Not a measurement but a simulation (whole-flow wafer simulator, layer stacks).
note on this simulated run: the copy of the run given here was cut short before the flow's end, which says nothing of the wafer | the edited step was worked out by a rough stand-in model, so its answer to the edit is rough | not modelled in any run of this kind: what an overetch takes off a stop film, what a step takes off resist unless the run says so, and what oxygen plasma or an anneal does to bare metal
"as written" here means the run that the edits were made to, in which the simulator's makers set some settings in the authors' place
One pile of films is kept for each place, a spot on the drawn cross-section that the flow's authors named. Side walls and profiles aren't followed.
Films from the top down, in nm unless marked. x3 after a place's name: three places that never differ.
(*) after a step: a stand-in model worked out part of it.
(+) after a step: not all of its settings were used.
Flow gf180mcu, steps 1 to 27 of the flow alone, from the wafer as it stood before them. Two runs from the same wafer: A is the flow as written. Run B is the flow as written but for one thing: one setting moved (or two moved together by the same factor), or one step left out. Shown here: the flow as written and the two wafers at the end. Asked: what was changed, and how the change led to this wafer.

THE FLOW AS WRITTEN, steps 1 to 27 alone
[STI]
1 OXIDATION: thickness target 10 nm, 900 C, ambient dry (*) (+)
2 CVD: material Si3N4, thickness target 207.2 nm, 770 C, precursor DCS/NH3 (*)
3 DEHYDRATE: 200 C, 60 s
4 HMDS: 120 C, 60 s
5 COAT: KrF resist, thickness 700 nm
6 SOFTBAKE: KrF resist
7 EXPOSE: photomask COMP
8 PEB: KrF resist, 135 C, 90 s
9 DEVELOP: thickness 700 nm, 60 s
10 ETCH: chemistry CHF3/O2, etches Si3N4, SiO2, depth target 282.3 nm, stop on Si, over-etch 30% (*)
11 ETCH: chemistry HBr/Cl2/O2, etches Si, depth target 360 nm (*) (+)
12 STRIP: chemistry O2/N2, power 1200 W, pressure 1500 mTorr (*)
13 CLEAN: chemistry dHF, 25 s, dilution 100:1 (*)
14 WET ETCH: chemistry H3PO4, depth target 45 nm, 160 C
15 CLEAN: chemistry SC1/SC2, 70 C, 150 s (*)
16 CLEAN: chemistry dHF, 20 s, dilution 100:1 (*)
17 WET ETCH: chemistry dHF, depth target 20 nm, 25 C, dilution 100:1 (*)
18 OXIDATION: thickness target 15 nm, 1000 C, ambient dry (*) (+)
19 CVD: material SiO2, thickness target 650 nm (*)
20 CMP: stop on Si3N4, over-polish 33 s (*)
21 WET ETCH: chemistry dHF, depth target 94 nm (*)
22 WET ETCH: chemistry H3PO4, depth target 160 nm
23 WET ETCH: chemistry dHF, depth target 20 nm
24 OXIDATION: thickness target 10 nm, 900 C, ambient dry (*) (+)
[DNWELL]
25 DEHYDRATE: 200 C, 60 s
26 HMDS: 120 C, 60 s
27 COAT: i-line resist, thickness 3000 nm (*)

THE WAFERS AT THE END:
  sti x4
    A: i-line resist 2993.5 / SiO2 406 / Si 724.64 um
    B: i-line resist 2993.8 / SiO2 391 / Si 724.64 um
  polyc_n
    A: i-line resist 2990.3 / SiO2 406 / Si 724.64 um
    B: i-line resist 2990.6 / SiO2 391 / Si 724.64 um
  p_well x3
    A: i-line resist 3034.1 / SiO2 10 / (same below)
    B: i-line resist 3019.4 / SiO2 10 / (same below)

The cause: step 21, WET ETCH: depth target 109 nm was run, where the flow has depth target 94 nm.

How the change led to this, step by step:
  21 WET ETCH: chemistry dHF, depth target 94 nm (*)
      active, n_well, p_well x3 and 38 more: A Si3N4 -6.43 | B Si3N4 -7.44
      field, field_sub, sti x4 and 31 more: A SiO2 -94 | B SiO2 -109
